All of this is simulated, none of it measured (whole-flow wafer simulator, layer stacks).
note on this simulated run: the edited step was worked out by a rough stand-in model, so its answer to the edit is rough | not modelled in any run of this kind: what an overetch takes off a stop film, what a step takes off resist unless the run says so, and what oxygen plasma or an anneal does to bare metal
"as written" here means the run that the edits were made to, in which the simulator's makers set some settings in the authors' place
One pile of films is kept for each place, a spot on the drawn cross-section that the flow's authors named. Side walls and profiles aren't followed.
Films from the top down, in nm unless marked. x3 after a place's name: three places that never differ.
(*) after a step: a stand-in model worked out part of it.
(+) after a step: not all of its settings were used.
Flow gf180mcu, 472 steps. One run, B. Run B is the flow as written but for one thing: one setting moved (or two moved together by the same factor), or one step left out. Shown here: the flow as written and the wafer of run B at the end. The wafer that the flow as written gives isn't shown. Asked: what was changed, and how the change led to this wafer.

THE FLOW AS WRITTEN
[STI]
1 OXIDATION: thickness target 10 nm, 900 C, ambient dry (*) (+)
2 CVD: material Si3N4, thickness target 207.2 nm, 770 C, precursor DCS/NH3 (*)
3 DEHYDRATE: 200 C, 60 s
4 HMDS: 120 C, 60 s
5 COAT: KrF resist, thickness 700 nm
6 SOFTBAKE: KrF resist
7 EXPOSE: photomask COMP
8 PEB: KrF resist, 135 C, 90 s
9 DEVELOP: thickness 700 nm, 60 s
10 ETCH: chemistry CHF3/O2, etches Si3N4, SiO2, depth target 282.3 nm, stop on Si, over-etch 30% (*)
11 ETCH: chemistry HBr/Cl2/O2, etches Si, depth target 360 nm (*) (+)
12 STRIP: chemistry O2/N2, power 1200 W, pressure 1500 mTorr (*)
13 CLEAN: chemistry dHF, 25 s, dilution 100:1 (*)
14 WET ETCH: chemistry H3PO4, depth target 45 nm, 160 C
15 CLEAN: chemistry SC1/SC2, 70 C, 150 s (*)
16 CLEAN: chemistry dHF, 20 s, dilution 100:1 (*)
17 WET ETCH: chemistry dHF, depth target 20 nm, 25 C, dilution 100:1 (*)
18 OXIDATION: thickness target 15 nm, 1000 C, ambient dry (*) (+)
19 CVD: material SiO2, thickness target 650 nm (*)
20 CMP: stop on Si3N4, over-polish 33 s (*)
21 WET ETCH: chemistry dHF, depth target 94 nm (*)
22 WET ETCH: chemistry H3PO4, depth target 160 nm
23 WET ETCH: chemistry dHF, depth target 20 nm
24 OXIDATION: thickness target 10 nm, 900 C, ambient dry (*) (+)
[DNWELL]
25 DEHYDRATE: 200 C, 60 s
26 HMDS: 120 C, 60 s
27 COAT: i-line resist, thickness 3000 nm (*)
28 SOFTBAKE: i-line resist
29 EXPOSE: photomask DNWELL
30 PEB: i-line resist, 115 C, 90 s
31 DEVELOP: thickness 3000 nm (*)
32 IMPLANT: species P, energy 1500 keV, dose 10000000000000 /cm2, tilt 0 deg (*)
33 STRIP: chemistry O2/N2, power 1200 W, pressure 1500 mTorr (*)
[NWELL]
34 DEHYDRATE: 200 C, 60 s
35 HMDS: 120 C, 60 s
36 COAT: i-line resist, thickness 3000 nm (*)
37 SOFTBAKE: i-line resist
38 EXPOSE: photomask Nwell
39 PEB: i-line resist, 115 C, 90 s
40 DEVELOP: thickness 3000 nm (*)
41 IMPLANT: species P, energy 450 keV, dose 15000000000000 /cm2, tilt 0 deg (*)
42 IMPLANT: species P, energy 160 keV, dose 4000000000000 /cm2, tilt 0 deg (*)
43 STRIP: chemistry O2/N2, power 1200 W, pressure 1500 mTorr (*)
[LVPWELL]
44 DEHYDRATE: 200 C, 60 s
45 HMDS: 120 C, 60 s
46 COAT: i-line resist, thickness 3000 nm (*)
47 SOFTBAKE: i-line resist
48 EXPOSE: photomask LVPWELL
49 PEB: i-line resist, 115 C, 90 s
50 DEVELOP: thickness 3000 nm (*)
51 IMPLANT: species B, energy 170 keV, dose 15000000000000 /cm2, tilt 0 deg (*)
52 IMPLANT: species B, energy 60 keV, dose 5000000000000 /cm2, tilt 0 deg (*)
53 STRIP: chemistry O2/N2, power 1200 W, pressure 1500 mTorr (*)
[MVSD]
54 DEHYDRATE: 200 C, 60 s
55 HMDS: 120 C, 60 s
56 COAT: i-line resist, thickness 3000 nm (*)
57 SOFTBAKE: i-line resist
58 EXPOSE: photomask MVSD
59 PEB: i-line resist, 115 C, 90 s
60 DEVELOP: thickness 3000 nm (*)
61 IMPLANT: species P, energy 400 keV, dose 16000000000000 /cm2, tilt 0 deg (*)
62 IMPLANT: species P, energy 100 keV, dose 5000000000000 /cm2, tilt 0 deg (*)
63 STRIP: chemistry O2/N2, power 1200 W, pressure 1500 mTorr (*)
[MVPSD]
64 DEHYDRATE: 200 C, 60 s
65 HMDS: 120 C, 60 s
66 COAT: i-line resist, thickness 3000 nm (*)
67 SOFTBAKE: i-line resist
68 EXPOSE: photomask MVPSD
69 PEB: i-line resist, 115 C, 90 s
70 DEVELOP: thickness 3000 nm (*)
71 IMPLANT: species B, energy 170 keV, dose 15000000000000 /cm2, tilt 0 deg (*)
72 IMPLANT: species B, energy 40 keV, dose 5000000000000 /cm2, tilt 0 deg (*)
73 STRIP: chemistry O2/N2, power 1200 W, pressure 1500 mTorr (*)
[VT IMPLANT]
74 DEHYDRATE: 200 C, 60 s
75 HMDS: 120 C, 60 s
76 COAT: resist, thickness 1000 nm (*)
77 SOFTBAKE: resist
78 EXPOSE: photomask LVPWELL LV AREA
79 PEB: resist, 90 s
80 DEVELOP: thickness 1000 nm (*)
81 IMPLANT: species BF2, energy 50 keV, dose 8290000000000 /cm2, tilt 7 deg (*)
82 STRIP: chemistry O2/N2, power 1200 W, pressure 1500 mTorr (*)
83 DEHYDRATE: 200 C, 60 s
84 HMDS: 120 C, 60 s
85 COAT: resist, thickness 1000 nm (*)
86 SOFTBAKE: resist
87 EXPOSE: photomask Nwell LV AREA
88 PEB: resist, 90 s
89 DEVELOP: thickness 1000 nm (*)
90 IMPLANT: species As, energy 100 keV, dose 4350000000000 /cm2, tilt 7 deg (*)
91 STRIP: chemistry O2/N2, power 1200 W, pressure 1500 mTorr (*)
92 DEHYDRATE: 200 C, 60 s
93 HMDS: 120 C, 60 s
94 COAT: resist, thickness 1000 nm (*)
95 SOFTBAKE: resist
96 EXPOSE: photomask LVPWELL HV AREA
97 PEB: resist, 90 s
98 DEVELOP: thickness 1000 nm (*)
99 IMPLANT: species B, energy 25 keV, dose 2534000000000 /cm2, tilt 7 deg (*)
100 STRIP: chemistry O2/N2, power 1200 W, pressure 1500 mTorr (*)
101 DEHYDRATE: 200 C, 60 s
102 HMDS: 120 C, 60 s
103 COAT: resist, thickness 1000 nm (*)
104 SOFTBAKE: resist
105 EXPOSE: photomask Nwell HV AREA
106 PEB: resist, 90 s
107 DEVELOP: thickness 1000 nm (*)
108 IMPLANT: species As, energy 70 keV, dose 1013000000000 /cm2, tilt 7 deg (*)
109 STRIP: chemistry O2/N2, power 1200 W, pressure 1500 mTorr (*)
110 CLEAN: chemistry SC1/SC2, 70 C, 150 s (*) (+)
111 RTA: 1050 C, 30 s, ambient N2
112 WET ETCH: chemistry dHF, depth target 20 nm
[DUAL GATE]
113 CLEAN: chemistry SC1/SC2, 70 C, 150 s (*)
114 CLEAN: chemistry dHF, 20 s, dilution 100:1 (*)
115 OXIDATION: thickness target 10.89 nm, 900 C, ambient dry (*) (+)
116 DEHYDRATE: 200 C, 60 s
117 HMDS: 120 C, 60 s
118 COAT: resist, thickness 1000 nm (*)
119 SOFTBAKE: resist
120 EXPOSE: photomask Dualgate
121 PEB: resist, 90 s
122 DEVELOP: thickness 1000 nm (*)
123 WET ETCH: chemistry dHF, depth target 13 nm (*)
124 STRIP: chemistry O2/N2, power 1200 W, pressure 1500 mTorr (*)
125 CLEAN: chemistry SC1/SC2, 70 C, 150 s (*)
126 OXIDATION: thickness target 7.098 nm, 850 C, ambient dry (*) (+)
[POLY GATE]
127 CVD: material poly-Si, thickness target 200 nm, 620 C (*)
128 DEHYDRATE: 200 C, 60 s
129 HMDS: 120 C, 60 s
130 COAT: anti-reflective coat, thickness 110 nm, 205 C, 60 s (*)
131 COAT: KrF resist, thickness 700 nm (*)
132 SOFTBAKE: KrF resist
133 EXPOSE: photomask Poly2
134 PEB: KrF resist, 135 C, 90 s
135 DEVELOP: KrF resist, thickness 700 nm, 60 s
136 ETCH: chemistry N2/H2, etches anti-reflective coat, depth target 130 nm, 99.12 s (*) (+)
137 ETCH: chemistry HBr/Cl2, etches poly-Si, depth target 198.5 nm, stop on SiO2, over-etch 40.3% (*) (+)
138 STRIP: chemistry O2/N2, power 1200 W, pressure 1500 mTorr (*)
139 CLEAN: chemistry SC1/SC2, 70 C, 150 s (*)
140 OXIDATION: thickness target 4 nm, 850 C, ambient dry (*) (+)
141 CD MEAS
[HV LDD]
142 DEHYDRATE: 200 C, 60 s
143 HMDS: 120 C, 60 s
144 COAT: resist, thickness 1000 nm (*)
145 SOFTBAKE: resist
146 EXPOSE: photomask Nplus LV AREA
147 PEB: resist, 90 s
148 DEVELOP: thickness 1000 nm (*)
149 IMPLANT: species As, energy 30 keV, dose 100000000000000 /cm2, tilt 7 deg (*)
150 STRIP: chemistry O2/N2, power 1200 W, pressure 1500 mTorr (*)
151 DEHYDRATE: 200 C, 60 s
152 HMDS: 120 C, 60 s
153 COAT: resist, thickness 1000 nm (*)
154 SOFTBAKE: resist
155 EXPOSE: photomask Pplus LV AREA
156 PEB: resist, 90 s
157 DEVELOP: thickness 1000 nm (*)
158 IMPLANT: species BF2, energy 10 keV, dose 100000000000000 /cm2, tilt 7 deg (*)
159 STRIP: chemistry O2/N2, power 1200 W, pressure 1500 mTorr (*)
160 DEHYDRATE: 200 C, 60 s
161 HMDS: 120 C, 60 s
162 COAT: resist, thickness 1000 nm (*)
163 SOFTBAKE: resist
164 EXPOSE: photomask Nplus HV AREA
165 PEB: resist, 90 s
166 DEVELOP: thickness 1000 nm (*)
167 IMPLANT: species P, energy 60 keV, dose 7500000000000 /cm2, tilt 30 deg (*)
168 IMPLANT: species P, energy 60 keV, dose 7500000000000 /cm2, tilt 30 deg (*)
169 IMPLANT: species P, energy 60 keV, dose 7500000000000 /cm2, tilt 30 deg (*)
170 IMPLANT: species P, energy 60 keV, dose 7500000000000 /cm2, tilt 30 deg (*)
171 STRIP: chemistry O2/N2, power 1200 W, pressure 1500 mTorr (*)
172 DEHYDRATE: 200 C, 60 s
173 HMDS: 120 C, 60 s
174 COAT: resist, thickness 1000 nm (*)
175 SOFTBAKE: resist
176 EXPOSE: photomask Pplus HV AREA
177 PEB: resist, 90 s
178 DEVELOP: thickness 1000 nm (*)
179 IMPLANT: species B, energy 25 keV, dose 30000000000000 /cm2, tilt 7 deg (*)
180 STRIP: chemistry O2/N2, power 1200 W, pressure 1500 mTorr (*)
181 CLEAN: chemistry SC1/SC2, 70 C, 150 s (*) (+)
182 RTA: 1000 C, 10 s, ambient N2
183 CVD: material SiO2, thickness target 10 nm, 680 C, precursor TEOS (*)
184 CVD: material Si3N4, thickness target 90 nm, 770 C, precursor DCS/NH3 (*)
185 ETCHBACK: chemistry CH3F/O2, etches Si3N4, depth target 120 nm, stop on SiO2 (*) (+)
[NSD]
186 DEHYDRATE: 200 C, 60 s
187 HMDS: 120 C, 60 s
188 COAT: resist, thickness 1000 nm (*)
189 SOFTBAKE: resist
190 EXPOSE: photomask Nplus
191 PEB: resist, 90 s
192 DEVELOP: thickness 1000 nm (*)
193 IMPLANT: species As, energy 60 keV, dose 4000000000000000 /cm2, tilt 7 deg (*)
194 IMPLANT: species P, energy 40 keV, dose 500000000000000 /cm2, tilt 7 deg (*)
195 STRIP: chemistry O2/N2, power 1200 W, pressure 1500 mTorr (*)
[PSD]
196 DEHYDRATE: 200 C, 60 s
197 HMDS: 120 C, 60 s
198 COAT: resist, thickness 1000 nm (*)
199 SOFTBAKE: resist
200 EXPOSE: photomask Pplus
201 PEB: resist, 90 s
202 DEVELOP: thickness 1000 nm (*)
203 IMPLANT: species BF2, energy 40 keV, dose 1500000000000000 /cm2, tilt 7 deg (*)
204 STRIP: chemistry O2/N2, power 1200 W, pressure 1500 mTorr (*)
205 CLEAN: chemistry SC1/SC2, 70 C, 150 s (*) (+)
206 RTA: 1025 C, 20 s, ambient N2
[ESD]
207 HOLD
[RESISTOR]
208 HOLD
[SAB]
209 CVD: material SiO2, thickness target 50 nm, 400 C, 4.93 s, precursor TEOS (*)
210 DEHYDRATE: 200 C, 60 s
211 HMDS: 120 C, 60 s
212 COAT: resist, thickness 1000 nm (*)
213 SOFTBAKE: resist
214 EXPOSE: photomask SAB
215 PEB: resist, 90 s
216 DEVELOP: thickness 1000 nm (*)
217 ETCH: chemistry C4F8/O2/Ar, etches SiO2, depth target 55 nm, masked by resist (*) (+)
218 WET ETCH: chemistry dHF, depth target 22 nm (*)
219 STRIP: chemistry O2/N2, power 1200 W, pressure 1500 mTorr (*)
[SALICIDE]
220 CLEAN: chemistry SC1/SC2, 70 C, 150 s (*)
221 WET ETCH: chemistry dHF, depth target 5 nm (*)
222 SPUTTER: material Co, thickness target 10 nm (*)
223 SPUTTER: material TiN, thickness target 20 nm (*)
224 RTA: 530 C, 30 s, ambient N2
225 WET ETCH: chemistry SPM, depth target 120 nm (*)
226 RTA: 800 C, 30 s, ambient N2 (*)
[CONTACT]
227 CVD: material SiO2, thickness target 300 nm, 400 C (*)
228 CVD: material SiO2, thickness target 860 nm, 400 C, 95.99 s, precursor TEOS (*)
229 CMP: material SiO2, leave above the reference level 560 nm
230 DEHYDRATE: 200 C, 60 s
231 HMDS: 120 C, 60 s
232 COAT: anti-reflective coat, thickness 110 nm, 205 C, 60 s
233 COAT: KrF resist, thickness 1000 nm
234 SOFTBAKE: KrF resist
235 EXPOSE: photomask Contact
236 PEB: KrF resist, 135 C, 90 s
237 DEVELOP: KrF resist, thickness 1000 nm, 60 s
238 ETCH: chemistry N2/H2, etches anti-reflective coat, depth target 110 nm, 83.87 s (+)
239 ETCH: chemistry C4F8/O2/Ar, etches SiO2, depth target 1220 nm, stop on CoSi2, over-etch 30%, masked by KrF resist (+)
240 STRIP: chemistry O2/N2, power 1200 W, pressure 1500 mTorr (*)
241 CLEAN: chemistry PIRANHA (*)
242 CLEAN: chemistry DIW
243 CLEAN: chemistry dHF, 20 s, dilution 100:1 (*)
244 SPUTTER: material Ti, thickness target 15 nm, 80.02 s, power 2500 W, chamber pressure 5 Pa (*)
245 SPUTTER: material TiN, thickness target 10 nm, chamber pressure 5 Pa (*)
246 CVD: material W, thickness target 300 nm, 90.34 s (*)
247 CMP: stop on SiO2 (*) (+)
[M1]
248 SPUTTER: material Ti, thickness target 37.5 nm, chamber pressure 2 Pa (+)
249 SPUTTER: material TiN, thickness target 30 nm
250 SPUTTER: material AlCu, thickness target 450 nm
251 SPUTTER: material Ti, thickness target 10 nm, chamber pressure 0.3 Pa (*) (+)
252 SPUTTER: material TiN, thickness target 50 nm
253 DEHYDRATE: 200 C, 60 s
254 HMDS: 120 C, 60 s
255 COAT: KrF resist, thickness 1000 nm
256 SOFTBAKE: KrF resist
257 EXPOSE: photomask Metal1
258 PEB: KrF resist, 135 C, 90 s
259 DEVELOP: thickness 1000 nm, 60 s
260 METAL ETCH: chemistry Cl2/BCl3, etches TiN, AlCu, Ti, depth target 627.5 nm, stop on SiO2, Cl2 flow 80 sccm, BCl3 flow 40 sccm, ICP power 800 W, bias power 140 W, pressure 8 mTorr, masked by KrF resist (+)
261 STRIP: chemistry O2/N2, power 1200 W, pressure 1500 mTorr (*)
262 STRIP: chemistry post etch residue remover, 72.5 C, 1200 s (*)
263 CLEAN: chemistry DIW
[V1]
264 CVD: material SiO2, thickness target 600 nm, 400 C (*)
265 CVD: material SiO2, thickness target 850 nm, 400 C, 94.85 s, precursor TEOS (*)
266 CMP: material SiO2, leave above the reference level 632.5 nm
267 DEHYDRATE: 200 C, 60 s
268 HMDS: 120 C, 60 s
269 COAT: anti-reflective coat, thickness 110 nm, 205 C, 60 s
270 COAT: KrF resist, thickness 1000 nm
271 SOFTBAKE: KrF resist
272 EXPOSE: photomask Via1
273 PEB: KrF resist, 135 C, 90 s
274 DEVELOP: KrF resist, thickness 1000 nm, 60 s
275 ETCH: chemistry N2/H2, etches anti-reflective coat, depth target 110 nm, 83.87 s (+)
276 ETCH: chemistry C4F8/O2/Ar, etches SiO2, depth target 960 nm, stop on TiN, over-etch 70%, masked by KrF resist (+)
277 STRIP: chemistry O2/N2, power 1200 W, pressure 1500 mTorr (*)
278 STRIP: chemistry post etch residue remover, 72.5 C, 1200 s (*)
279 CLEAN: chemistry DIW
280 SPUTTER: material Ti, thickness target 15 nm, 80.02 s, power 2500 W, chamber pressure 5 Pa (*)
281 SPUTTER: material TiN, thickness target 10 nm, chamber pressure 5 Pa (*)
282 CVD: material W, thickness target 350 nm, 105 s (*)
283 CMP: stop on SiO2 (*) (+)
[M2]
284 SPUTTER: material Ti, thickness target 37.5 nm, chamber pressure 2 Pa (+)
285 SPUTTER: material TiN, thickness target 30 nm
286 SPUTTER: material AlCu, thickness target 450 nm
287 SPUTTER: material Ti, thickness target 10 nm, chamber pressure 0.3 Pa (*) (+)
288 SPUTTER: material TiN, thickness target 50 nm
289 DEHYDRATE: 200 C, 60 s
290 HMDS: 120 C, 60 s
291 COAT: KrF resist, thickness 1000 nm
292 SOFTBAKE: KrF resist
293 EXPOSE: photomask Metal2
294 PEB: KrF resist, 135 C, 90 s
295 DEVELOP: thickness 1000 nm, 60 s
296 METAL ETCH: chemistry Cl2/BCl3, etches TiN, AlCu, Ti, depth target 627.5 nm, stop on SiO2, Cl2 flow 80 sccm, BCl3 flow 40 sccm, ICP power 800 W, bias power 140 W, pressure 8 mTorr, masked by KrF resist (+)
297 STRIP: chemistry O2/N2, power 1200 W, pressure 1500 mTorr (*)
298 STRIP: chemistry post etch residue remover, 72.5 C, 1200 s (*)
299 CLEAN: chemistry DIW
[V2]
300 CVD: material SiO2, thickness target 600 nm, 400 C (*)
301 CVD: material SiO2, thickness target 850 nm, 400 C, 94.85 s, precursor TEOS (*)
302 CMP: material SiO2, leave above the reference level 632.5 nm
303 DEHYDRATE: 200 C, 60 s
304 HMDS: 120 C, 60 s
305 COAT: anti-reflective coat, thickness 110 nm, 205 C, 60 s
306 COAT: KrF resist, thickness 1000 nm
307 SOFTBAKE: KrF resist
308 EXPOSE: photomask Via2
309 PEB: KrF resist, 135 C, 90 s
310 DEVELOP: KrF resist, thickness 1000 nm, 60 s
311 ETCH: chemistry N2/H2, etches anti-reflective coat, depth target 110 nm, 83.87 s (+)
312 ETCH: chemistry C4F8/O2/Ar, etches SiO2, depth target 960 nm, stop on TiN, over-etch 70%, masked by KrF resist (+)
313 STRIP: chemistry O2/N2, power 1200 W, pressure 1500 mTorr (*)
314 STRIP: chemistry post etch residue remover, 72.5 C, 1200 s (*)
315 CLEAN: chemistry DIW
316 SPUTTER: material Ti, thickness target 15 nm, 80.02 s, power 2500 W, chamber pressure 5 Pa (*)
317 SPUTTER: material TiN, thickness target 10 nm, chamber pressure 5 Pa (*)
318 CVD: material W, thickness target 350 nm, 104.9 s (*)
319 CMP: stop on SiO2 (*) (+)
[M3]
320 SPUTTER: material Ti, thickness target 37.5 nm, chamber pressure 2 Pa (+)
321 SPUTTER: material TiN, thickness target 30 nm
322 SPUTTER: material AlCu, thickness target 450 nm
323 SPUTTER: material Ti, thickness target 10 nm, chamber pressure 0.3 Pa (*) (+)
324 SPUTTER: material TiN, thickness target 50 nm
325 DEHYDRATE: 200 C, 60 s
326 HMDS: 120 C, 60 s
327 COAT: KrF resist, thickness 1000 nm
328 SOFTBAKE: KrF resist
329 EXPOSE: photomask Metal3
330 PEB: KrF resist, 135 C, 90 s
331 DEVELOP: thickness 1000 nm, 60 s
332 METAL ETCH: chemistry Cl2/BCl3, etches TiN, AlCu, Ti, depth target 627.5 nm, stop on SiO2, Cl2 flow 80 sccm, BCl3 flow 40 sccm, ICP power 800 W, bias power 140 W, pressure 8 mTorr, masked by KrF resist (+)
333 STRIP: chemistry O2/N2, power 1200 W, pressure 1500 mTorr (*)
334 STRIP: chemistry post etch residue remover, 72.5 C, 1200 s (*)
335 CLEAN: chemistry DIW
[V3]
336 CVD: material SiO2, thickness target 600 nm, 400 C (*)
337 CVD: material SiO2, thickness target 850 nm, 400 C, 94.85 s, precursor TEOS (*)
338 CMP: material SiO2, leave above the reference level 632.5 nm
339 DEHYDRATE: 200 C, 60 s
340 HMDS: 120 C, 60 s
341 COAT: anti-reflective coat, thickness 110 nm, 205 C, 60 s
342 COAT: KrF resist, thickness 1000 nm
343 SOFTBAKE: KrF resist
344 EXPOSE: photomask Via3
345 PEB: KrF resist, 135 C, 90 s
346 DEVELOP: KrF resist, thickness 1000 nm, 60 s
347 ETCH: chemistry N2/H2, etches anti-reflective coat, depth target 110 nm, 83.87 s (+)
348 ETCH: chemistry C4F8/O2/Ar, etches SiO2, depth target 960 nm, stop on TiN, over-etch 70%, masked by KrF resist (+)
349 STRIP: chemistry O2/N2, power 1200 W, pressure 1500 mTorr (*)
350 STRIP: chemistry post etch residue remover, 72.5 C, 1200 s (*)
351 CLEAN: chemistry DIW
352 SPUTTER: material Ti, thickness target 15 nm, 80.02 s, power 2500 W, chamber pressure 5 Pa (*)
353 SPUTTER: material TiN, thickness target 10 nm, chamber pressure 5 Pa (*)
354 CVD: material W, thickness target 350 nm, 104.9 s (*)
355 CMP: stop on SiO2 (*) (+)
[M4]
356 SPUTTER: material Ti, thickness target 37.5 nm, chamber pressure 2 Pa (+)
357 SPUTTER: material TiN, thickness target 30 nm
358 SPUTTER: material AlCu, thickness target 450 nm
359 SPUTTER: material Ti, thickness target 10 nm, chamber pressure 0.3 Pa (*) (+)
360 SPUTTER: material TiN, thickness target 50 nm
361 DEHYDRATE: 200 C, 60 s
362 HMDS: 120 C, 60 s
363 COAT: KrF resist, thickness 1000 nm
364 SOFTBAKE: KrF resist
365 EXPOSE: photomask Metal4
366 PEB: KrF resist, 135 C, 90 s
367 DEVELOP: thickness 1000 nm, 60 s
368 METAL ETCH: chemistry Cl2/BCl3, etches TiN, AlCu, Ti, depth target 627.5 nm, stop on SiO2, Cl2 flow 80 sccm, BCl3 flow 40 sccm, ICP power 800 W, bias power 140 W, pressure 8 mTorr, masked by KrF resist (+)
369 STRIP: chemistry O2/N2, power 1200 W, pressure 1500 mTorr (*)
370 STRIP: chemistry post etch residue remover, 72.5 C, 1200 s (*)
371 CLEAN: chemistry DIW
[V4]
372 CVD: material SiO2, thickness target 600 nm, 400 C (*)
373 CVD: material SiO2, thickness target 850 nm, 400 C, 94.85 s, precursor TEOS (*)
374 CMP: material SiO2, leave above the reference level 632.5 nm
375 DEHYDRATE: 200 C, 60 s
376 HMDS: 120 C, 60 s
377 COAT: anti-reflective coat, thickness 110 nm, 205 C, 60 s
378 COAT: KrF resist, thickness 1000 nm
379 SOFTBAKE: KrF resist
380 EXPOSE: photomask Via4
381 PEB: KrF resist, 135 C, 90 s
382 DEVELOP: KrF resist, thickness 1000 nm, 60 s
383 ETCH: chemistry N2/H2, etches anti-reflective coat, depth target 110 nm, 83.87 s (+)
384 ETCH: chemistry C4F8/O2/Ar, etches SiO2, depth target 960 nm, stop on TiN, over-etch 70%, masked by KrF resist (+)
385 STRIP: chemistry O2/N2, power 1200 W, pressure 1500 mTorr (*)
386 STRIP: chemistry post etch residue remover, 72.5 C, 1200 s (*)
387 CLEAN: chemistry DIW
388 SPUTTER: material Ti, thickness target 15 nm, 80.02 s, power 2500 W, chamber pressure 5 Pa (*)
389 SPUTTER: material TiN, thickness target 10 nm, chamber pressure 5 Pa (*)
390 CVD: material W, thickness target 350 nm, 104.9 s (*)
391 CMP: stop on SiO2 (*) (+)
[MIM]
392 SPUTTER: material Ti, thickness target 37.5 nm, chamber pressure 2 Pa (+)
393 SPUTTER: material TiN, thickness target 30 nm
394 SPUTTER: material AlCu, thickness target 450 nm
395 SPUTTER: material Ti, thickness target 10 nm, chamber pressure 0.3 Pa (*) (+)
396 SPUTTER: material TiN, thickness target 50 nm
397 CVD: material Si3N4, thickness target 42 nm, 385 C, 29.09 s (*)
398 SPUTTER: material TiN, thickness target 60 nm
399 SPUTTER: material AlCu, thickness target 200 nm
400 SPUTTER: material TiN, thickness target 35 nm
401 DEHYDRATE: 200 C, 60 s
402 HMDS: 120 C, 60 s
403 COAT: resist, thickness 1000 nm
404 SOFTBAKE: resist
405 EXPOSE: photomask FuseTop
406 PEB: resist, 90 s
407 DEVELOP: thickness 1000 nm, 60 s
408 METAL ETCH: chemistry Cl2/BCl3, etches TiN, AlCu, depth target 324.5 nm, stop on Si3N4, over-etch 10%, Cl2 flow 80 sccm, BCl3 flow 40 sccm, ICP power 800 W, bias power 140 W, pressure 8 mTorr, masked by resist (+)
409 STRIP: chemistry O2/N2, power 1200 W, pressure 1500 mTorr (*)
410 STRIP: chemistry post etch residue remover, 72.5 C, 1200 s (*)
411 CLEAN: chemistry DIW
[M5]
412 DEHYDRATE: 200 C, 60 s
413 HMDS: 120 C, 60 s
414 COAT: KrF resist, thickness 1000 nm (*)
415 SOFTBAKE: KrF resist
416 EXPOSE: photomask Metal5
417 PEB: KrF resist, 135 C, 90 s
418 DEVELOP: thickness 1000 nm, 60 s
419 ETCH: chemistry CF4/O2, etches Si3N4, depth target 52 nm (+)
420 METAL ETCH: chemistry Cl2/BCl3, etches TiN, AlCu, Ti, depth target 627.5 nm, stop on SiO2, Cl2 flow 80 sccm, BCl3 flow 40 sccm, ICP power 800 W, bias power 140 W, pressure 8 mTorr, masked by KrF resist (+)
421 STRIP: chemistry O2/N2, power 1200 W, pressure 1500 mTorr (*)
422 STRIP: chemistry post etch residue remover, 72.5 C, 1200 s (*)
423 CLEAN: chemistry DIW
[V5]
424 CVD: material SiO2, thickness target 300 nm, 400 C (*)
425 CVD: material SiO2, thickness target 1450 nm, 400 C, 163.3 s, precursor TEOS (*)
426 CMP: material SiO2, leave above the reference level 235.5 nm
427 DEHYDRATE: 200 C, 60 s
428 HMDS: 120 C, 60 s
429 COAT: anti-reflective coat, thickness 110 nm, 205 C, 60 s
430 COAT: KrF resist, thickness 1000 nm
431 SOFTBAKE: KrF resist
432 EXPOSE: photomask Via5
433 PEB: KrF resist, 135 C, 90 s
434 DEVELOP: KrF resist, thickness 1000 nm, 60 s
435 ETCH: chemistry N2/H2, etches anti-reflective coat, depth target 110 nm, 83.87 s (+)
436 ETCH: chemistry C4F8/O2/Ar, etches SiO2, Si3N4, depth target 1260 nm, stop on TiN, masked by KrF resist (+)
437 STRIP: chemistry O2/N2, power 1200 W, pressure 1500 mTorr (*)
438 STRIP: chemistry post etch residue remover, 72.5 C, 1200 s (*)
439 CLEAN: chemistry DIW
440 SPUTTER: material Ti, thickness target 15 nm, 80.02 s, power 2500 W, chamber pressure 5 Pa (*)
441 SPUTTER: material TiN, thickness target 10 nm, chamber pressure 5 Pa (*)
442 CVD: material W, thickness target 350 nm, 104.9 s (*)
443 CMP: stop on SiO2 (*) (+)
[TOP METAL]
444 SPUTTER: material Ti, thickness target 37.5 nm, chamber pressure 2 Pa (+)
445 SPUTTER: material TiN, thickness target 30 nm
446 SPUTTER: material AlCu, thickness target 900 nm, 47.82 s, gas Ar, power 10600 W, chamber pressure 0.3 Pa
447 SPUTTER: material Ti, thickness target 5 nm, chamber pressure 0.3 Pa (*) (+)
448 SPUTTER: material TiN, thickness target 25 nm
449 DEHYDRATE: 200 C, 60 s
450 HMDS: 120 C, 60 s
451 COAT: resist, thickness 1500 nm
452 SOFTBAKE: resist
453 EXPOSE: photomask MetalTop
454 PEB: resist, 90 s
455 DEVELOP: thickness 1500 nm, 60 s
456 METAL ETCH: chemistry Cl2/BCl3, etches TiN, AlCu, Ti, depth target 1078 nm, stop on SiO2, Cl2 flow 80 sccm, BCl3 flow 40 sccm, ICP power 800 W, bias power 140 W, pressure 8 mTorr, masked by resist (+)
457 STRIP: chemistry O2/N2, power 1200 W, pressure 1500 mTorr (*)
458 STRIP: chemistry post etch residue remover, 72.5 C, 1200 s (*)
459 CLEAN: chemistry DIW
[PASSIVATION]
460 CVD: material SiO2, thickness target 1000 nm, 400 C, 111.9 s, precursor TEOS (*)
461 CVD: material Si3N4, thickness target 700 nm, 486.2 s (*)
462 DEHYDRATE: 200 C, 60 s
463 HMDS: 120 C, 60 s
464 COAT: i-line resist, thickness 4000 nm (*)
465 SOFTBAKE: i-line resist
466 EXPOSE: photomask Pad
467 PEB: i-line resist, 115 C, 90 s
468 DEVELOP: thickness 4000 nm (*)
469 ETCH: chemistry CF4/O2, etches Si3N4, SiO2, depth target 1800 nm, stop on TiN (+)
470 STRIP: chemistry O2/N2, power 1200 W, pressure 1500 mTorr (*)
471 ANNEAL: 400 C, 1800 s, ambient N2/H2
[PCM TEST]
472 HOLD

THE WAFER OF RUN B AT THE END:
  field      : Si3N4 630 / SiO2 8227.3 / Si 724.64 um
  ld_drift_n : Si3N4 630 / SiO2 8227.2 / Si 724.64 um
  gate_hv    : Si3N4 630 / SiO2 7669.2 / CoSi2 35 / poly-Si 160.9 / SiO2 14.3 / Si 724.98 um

The cause: step 461, CVD: thickness target 630 nm was run, where the flow has thickness target 700 nm.
It can be read off the wafer: field has Si3N4 630, and step 461 as written asks for 700 nm.

How the change led to this, step by step:
  461 CVD: material Si3N4, thickness target 700 nm, 486.2 s (*)
      field, field__w1, field__w2 and 109 more: Si3N4 +630 (new film) (as written it would be: Si3N4 +700 (new film))
  469 ETCH: chemistry CF4/O2, etches Si3N4, SiO2, depth target 1800 nm, stop on TiN (+)
      pad: Si3N4 -630 (all of it), SiO2 -1000 (all of it) (as written it would be: Si3N4 -700 (all of it), SiO2 -1000 (all of it))
